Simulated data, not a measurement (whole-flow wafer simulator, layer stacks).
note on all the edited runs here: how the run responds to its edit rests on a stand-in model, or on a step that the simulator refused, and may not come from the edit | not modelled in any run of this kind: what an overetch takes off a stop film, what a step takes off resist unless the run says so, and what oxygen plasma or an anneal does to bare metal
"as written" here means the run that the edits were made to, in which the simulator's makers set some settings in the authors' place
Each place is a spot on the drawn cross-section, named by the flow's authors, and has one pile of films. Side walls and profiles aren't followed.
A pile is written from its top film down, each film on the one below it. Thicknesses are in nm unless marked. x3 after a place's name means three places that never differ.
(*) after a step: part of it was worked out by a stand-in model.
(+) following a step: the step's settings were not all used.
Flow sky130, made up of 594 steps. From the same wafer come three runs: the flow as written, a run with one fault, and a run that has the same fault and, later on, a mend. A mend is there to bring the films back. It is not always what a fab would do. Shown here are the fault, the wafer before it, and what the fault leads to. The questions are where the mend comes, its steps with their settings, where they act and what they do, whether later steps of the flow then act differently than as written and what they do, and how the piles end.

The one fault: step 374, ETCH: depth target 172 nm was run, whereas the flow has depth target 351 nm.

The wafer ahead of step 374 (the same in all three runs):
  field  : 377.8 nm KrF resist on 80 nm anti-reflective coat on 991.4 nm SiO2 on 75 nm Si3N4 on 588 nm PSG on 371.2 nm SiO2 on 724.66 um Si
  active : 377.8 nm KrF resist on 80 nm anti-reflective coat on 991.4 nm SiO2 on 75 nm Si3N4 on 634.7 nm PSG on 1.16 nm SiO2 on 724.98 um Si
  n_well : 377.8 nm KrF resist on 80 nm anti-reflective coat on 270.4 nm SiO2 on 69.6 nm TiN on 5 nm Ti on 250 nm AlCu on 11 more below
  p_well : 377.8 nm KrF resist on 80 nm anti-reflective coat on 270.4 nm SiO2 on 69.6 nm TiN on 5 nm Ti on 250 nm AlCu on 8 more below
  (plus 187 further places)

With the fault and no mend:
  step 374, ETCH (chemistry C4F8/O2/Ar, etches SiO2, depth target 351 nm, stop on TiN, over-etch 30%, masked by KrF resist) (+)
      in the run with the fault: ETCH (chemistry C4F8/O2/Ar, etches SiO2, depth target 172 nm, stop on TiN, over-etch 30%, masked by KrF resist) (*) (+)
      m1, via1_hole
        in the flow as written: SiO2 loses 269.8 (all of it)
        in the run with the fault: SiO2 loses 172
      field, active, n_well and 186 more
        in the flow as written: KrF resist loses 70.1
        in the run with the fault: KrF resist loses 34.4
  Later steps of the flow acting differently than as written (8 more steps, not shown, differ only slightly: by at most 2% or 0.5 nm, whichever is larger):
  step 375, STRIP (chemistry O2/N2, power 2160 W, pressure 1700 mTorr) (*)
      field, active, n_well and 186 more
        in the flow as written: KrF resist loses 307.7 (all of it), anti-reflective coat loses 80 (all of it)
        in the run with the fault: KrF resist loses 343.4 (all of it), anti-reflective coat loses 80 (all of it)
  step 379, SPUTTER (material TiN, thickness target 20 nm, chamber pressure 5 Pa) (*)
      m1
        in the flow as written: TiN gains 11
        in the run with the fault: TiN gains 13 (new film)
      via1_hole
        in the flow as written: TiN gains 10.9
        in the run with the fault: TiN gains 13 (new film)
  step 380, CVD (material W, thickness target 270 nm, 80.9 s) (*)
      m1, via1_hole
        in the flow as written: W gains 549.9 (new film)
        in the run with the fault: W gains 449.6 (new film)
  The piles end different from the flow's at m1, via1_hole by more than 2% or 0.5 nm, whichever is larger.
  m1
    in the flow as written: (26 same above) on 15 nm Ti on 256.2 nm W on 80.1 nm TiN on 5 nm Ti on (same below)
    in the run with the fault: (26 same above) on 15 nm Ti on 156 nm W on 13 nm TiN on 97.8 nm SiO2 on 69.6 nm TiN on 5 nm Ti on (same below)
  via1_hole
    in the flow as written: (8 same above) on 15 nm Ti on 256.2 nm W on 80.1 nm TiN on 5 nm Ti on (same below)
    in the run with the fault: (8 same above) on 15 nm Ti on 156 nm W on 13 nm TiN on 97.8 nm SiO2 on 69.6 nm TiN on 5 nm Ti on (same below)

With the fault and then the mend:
  The mend follows step 374.
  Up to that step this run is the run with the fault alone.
  step 374a, ETCH (chemistry C4F8/O2/Ar, etches SiO2, depth target 179 nm, stop on TiN, over-etch 30%, masked by KrF resist) (+) (a further turn of the flow's step 374, with different settings)
      field, active, n_well and 186 more
        KrF resist loses 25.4
      m1, via1_hole
        SiO2 loses 97.8 (all of it)
  Later steps of the flow acting differently than as written:
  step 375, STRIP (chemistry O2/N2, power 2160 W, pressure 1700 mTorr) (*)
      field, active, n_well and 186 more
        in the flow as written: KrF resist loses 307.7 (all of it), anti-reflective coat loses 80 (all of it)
        in the run with the mend: KrF resist loses 318 (all of it), anti-reflective coat loses 80 (all of it)
  At every place that both follow, the piles at the end match the flow's.
